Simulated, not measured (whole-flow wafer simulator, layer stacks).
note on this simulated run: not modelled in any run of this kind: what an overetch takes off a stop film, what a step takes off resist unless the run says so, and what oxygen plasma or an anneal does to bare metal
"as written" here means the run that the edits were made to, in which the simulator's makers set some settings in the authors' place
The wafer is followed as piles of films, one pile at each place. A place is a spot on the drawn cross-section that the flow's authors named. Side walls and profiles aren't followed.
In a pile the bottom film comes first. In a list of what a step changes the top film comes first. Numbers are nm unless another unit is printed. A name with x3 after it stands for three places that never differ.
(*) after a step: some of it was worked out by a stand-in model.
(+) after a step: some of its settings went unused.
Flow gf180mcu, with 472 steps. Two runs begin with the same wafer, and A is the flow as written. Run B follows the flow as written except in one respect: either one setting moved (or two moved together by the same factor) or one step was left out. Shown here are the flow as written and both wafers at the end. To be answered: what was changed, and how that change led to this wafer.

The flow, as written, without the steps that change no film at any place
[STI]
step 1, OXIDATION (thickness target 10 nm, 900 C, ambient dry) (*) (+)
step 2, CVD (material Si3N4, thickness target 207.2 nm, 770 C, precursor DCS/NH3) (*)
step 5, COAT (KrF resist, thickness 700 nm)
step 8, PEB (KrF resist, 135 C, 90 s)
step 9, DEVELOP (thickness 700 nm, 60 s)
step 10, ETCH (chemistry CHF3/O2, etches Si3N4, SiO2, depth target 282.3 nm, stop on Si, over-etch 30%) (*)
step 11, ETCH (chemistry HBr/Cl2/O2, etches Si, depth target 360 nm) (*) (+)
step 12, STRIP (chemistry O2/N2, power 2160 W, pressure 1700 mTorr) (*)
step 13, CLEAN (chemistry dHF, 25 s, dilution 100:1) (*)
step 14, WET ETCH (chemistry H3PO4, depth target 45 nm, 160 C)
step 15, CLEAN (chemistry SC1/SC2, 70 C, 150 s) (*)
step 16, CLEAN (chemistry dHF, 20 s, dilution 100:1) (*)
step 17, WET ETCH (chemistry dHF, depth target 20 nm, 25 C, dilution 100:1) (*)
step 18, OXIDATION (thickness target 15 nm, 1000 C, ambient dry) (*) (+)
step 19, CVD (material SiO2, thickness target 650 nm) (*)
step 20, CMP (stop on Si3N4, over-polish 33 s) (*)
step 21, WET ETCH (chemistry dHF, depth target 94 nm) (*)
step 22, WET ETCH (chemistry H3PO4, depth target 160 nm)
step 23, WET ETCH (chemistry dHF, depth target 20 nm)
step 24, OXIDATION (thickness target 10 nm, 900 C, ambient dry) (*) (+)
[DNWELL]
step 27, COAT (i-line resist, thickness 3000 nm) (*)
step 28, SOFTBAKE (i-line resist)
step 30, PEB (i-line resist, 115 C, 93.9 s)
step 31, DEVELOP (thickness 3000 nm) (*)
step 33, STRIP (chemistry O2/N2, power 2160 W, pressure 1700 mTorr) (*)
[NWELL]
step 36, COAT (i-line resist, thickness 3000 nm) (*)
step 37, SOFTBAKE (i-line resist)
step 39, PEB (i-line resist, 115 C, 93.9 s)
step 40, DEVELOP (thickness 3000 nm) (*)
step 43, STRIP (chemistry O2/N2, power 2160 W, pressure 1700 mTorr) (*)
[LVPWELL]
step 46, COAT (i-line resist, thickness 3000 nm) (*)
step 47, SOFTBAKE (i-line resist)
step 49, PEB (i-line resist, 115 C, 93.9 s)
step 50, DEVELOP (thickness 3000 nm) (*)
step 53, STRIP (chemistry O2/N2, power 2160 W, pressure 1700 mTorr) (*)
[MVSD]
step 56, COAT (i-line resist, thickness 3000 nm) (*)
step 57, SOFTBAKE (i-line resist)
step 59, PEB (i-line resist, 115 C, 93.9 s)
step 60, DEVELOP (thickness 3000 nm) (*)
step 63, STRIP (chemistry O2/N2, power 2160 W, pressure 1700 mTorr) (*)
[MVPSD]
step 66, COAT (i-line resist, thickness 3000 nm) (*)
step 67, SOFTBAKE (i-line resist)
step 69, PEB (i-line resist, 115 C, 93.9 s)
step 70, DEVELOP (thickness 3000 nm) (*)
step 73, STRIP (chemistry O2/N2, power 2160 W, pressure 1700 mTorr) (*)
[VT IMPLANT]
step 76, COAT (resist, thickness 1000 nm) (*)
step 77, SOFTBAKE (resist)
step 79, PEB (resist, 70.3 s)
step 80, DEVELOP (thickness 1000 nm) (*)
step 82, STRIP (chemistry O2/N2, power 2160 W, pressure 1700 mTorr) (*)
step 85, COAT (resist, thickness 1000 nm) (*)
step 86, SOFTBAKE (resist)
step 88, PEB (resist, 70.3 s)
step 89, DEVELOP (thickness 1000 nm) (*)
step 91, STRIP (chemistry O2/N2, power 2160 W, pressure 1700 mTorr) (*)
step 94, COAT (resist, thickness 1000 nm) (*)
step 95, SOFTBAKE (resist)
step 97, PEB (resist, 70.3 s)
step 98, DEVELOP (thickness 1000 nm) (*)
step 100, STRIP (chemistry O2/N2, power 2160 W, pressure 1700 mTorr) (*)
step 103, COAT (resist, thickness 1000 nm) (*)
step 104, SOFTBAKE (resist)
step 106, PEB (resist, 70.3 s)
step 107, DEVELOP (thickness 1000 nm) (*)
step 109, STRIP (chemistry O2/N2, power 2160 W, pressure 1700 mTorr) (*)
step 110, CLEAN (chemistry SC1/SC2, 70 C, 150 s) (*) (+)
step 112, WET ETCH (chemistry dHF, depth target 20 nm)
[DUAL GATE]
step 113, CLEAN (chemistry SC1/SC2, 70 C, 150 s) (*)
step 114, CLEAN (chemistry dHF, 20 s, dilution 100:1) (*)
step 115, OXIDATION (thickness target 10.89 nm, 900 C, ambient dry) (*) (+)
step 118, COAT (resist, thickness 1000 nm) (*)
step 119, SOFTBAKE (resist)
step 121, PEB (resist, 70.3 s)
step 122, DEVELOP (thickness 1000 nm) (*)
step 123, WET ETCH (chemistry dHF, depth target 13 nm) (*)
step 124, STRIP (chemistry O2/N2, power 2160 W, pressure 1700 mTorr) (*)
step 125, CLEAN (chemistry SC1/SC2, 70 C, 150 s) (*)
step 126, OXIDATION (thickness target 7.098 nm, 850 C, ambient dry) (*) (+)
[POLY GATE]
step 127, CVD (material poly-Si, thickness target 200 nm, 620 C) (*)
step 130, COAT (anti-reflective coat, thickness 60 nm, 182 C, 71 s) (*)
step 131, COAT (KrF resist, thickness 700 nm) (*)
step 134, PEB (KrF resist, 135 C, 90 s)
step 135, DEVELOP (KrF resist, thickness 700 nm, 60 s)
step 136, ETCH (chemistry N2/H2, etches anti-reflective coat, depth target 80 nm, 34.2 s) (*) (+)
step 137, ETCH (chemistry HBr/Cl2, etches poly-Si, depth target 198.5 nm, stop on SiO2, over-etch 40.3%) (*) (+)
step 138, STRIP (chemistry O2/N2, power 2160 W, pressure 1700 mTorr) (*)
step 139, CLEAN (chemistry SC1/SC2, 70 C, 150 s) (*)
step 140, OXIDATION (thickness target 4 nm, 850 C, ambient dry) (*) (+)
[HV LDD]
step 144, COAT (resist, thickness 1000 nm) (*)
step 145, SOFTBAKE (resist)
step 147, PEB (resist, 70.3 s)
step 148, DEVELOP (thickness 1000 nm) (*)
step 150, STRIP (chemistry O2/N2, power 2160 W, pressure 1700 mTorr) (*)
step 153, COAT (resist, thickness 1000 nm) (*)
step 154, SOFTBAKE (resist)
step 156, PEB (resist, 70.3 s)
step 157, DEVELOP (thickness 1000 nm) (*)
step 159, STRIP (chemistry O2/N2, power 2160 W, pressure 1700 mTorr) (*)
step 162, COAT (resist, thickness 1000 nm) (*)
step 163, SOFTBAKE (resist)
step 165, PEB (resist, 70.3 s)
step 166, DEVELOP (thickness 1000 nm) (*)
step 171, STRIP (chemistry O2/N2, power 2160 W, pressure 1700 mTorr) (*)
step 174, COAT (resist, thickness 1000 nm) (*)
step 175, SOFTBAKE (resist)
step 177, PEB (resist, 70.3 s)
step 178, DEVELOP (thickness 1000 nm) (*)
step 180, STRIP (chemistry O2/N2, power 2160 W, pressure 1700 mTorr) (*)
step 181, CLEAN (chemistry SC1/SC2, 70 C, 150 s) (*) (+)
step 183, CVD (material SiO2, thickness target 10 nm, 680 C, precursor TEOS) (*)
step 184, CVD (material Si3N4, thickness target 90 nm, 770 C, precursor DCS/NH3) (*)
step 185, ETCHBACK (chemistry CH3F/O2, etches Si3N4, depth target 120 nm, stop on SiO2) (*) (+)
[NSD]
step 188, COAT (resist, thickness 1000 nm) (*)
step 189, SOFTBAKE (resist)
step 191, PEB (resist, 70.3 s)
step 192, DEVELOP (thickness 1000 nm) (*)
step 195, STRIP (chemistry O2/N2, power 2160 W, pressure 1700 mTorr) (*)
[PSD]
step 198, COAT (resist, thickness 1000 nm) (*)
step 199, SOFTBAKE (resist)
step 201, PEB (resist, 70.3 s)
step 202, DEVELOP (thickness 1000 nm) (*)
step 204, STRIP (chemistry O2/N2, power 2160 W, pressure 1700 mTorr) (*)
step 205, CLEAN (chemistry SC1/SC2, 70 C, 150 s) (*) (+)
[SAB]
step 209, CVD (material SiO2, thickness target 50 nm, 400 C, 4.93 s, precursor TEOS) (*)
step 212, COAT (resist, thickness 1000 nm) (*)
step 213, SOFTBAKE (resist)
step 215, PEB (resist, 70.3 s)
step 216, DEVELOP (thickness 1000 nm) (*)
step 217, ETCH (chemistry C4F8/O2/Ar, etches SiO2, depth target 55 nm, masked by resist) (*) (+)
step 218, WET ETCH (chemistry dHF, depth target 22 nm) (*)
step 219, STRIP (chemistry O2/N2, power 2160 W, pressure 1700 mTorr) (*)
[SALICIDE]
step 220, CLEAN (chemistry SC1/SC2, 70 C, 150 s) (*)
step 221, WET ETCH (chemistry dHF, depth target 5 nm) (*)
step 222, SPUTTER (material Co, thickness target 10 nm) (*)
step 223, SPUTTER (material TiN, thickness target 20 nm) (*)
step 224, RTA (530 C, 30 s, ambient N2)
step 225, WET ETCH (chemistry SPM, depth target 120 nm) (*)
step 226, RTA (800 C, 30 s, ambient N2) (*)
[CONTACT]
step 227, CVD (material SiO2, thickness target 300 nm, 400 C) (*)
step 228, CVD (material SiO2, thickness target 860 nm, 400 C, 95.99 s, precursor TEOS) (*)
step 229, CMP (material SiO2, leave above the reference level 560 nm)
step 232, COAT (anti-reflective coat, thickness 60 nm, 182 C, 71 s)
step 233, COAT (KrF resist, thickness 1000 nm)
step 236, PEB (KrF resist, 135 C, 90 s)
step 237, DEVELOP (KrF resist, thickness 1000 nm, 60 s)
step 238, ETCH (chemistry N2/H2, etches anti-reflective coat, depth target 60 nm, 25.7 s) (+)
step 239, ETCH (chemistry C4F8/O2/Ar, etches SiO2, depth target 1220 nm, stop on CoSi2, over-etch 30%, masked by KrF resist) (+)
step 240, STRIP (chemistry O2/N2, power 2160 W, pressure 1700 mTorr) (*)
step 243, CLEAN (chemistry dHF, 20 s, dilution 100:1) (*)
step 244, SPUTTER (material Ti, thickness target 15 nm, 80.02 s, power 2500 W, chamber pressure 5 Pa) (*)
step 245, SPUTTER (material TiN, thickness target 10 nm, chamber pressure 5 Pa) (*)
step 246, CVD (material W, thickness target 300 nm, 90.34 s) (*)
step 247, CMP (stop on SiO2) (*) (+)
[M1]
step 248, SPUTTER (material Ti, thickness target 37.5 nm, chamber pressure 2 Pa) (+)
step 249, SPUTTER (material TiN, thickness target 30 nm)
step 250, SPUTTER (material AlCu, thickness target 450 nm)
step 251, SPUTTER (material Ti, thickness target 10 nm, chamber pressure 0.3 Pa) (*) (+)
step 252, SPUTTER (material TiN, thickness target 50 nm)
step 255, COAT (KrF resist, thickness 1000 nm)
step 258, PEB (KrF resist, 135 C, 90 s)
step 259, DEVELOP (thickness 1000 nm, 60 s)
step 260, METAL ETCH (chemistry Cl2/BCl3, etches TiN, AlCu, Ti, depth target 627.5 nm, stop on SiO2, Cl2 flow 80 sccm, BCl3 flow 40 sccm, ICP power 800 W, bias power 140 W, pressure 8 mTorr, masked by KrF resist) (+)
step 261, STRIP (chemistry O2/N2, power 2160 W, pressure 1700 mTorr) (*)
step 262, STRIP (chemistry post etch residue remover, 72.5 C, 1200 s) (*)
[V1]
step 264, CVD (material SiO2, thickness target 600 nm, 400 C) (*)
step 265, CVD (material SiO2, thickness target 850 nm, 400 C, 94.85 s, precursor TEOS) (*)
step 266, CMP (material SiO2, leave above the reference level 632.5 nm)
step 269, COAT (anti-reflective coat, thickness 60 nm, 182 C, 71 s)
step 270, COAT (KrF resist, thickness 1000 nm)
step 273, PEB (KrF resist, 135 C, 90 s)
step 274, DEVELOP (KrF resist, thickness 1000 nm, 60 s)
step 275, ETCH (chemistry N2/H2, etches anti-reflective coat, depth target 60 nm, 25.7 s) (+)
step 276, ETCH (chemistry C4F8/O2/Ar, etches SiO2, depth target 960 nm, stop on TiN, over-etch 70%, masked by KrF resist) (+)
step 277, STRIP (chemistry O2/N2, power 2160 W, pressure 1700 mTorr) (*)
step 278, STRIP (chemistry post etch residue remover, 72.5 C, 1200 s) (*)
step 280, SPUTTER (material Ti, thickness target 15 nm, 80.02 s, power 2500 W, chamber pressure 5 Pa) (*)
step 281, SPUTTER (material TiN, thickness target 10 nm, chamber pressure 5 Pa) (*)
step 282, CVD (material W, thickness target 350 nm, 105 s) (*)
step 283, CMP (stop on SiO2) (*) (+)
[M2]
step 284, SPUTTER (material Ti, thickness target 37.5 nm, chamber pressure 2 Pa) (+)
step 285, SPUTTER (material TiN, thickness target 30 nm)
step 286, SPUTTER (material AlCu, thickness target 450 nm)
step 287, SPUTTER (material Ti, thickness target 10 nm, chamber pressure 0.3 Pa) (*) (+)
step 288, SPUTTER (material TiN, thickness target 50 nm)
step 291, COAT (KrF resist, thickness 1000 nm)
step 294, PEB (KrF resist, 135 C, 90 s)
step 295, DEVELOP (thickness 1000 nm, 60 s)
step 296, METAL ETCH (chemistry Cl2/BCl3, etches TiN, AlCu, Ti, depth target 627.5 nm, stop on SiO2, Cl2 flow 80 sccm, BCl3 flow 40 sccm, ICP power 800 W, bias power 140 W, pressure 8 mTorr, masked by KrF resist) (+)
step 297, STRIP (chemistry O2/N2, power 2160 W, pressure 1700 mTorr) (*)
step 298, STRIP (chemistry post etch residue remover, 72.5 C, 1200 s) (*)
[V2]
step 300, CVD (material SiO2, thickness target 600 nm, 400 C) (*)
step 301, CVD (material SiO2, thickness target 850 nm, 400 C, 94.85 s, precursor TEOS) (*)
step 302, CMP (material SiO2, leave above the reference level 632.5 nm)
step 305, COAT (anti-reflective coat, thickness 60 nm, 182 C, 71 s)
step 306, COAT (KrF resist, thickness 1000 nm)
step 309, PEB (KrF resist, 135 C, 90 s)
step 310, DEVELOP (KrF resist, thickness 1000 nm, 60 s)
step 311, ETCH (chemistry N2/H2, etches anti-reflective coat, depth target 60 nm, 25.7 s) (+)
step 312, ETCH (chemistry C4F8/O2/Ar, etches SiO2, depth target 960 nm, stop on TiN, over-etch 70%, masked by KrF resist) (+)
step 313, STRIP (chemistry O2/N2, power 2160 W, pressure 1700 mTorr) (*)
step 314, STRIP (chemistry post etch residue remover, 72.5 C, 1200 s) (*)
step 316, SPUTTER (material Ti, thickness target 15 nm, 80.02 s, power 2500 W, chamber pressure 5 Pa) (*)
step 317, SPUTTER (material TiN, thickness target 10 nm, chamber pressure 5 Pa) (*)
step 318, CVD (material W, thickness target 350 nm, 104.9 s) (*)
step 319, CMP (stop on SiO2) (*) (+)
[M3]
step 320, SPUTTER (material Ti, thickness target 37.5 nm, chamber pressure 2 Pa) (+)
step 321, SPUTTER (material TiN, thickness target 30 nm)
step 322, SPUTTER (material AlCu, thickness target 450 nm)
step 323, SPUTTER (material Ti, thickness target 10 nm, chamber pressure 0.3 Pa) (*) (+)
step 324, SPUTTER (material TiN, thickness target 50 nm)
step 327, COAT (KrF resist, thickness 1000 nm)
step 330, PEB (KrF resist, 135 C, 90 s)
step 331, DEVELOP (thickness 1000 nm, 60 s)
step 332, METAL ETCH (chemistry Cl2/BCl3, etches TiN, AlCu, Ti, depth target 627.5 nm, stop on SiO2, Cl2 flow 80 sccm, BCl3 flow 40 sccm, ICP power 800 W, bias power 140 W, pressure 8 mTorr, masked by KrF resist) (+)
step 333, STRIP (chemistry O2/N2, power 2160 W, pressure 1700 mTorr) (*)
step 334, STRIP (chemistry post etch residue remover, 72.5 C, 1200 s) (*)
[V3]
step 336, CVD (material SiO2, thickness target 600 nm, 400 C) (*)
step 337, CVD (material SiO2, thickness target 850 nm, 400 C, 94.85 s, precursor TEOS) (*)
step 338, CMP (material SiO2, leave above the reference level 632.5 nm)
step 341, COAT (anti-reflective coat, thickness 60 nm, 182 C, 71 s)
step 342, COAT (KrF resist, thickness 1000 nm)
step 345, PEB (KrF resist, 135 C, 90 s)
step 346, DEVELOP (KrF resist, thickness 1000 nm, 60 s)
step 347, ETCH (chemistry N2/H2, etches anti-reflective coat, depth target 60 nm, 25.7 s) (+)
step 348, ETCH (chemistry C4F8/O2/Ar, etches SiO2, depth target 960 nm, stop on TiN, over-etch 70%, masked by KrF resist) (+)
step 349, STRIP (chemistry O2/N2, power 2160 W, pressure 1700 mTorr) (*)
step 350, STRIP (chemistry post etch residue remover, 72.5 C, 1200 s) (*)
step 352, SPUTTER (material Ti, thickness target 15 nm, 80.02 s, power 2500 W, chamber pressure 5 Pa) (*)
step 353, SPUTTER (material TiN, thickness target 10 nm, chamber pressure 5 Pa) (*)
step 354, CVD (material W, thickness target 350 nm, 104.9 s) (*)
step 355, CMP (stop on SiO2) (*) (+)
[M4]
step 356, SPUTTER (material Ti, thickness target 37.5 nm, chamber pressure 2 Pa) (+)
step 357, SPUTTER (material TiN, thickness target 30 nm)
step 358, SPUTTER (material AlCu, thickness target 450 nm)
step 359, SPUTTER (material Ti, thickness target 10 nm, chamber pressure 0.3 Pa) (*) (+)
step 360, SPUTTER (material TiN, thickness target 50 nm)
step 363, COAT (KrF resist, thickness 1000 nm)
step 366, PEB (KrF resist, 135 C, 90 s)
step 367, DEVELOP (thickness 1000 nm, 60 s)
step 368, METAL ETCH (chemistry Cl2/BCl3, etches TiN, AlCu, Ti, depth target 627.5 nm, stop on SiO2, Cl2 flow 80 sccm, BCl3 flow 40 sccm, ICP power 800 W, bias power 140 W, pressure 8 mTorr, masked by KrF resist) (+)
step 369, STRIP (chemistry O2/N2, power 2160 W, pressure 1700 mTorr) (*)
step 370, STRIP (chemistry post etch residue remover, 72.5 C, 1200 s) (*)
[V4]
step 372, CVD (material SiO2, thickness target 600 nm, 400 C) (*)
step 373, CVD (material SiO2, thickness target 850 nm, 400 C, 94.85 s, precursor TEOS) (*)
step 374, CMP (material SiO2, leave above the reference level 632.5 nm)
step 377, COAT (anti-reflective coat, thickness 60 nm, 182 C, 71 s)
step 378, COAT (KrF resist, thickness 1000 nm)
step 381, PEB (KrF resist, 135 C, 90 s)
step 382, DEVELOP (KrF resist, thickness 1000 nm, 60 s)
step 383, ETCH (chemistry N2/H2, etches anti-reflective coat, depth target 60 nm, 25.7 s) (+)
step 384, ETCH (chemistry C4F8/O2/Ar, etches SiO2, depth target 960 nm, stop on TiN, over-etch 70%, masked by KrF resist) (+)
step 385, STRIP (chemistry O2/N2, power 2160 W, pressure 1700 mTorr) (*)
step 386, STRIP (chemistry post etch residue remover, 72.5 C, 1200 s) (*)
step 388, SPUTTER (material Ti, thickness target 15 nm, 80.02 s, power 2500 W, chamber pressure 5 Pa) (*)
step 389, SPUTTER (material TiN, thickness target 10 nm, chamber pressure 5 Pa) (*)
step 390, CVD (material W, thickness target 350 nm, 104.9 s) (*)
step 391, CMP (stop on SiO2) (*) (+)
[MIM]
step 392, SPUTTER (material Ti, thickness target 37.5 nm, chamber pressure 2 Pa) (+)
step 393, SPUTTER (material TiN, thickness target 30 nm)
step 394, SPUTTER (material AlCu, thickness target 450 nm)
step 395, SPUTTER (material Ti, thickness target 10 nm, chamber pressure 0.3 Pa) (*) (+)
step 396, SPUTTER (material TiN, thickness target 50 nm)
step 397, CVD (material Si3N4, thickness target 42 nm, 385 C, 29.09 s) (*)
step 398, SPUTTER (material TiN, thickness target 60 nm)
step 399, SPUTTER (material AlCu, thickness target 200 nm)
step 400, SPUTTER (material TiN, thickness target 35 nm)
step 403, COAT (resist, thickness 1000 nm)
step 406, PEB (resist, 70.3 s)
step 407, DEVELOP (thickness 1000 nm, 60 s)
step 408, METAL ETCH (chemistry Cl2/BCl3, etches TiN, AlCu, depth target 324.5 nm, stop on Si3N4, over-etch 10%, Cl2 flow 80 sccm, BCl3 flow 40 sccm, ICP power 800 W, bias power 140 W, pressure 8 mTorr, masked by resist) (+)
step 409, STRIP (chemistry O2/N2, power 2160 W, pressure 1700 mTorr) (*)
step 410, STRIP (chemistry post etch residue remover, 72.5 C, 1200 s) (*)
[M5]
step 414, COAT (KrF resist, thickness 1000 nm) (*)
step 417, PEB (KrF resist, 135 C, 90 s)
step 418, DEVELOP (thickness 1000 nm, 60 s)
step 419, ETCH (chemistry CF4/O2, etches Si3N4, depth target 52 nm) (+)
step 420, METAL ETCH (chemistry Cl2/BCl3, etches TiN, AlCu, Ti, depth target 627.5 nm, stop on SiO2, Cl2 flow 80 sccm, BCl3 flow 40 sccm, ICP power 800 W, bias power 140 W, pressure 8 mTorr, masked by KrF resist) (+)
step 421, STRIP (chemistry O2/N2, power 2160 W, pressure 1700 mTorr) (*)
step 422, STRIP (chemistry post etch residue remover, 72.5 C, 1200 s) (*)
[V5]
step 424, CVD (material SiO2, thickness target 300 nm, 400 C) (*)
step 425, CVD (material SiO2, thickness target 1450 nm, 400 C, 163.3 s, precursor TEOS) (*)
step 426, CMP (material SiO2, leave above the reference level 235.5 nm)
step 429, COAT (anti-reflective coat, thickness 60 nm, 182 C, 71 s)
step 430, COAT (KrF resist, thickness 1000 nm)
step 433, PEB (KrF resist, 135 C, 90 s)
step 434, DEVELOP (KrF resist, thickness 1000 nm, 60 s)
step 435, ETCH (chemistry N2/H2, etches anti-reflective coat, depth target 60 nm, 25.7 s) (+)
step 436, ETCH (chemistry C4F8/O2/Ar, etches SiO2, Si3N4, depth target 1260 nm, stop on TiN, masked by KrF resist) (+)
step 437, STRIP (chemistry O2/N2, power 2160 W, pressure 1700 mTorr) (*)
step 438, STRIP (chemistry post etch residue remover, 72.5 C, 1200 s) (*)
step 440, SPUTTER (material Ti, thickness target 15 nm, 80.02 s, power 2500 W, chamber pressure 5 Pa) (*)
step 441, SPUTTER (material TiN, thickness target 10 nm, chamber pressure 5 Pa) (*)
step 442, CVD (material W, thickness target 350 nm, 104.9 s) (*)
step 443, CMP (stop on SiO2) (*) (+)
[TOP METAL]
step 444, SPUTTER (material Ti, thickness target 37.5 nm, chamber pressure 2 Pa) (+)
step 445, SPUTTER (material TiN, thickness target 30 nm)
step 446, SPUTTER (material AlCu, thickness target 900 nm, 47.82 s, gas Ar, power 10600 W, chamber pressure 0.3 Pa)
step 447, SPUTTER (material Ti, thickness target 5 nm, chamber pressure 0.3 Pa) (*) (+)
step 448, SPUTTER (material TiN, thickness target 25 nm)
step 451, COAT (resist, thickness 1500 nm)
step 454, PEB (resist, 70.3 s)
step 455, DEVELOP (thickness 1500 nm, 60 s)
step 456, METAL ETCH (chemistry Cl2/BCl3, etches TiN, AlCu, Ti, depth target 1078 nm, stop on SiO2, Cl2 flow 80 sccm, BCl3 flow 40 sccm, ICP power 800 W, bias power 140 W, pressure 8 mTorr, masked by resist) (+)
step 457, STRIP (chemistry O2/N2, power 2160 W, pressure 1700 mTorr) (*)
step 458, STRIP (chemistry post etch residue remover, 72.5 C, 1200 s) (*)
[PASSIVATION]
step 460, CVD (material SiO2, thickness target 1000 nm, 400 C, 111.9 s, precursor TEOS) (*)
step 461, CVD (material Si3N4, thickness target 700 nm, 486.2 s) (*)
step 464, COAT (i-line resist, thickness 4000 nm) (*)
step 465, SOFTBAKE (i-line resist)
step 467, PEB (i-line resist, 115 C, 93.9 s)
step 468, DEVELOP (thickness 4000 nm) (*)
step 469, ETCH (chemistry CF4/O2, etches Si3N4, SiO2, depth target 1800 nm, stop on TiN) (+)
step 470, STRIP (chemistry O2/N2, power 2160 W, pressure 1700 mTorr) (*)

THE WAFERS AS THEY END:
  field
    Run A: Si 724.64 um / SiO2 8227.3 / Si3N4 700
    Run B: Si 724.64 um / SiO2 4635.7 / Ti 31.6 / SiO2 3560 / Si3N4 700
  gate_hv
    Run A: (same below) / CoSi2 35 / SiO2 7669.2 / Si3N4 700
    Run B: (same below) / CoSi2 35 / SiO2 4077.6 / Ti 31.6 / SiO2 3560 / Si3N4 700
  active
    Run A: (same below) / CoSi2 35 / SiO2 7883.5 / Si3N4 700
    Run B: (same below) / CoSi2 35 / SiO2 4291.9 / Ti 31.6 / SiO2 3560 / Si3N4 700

The reason: step 368, METAL ETCH: depth target 545.9 nm was run, while the flow as written has depth target 627.5 nm.

Step by step, how the change led to this:
  step 368, METAL ETCH (chemistry Cl2/BCl3, etches TiN, AlCu, Ti, depth target 627.5 nm, stop on SiO2, Cl2 flow 80 sccm, BCl3 flow 40 sccm, ICP power 800 W, bias power 140 W, pressure 8 mTorr, masked by KrF resist) (+)
      field, field__w1, field__w2 and 103 more: A -50 TiN (all of it), -10 Ti (all of it), -450 AlCu (all of it), -30 TiN (all of it), -37.5 Ti (all of it) | B -50 TiN (all of it), -10 Ti (all of it), -450 AlCu (all of it), -30 TiN (all of it), -5.9 Ti
      field__w8, contact, m1, m1__w1, m1_nw: A -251 KrF resist | B -218.4 KrF resist
  step 369, STRIP (chemistry O2/N2, power 2160 W, pressure 1700 mTorr) (*)
      field__w8, contact, m1, m1__w1, m1_nw: A -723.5 KrF resist (all of it) | B -756.2 KrF resist (all of it)
  step 372, CVD (material SiO2, thickness target 600 nm, 400 C) (*)
      field, field__w1, field__w2 and 103 more: A +600 SiO2 | B +600 SiO2 (new film)
  step 374, CMP (material SiO2, leave above the reference level 632.5 nm)
      field, field__w1, field__w2 and 103 more: A -300 SiO2 | B -331.6 SiO2
Taking metal films that touch as one body, field has 1 body; the flow as written gives 0 bodies.
Taking metal films that touch as one body, gate_hv has 2 bodies (between them, from the top down: SiO2 4077.6); the flow as written gives 1 body.
Taking metal films that touch as one body, active has 2 bodies (between them, from the top down: SiO2 4291.9); the flow as written gives 1 body.
